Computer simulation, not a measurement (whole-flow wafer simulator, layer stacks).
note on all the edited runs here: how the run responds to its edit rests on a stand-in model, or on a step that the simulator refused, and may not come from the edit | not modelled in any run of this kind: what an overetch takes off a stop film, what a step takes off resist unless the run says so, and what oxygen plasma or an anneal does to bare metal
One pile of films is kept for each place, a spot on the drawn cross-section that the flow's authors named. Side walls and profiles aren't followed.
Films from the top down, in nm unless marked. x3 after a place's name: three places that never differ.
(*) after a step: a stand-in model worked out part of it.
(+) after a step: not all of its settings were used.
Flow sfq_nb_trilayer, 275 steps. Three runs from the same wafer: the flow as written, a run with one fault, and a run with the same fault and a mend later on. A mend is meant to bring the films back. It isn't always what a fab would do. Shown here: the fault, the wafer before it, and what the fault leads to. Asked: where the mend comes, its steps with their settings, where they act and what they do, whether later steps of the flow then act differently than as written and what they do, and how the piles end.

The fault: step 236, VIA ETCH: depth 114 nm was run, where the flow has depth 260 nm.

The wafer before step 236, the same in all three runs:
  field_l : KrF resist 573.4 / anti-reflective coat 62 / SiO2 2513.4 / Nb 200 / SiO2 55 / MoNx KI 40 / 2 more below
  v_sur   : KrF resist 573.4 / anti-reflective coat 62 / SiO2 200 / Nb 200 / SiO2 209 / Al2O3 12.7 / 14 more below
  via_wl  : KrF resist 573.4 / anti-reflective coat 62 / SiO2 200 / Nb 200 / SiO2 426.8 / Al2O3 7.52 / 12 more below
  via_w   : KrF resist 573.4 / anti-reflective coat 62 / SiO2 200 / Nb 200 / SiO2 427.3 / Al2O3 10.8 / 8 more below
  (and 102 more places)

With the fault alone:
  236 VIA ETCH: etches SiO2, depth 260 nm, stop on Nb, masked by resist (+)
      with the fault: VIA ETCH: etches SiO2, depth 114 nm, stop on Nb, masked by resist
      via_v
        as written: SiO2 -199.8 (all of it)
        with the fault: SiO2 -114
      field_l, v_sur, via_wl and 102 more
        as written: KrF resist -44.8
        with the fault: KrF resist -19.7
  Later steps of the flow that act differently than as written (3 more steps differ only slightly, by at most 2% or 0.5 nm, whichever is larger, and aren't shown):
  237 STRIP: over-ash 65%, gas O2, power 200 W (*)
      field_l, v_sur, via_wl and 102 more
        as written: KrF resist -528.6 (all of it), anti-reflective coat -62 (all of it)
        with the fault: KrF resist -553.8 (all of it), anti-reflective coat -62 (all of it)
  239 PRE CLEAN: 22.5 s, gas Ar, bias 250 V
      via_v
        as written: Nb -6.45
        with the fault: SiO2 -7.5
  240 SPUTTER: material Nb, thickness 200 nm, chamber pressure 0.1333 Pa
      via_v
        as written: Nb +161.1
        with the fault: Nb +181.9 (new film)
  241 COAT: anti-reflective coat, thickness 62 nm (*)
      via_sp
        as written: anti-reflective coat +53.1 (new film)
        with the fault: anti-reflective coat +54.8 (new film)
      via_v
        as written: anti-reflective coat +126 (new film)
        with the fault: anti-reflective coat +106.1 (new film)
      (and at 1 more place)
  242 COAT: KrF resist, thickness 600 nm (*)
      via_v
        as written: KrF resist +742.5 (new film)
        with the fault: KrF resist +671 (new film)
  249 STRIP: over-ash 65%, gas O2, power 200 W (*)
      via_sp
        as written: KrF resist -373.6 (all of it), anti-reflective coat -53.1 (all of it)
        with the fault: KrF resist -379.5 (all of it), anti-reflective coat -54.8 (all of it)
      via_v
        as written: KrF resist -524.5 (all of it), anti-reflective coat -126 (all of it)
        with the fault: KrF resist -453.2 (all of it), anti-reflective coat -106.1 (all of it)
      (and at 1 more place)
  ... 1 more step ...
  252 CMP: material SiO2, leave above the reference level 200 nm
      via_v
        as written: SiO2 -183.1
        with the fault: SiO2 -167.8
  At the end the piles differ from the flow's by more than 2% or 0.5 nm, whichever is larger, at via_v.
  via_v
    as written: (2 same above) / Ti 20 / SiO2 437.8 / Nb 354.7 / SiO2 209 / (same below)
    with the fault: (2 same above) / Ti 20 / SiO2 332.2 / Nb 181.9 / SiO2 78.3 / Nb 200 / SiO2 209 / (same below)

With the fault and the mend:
  The mend comes after step 237.
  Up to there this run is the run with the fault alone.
  237a COAT: anti-reflective coat, thickness 62 nm (*) (the flow's step 229 once more)
      p4_fl x3, p4_w1 x9, p4_g1 x2 and 63 more
        anti-reflective coat +62 (new film)
      ce_r, sp_r, be_r and 12 more
        anti-reflective coat +61.9 (new film)
      field_l, v_sur, gap, jj_sur, ce_l, c5j
        anti-reflective coat +61.8 (new film)
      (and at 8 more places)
  237b COAT: KrF resist, thickness 650 nm (*) (the flow's step 230 once more)
      p4_fl x3, p4_w1 x9, p4_g1 x2 and 63 more
        KrF resist +650 (new film)
      moat, field_r, lsp_l, ln_m5, lsp_m
        KrF resist +649.7 (new film)
      ln_m6, lsp_r, l0_sur, l0v
        KrF resist +649.8 (new film)
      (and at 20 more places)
  237c SOFTBAKE: KrF resist (the flow's step 231 once more)
      changes no film at any place that is followed
  237d EXPOSE: photomask I6, dose 11.91 mJ/cm2, NA 0.6, wavelength 248 nm (*) (the flow's step 232 once more)
      changes no film at any place that is followed
  237e PEB: KrF resist, 90 s (the flow's step 233 once more)
      via_sp, wire, ce_l and 93 more
        KrF resist -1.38
      field_l, v_sur, via_wl, via_w, be, be_sur, gap, jj_sur
        KrF resist -1.37
      via_wr
        KrF resist -1.36
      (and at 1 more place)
  237f DEVELOP: KrF resist, thickness 650 nm, 60 s (the flow's step 234 once more)
      field_l, v_sur, via_wl and 102 more
        KrF resist -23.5
      via_v
        KrF resist -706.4 (all of it)
  237g VIA ETCH: etches anti-reflective coat, depth 125 nm, masked by resist (+) (the flow's step 235 once more)
      field_l, v_sur, via_wl and 102 more
        KrF resist -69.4
      via_v
        anti-reflective coat -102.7 (all of it), SiO2 -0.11
  237h VIA ETCH: etches SiO2, depth 146 nm, stop on Nb, masked by resist (+) (the flow's step 236 once more, with other settings)
      field_l, v_sur, via_wl and 102 more
        KrF resist -22.2
      via_v
        SiO2 -85.7 (all of it)
  237i STRIP: over-ash 65%, gas O2, power 200 W (*) (the flow's step 237 once more)
      p4_fl x3, p4_w1 x9, p4_g1 x2 and 63 more
        KrF resist -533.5 (all of it), anti-reflective coat -62 (all of it)
      moat, field_r, lsp_l and 6 more
        KrF resist -533.2 (all of it), anti-reflective coat -61.9 (all of it)
      v_sur, gap
        KrF resist -531.9 (all of it), anti-reflective coat -61.8 (all of it)
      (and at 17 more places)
  No later step of the flow acts differently than as written, at any place that is followed, by more than 2% or 0.5 nm, whichever is larger.
  At the end the piles are the same as the flow's at every place that both follow.
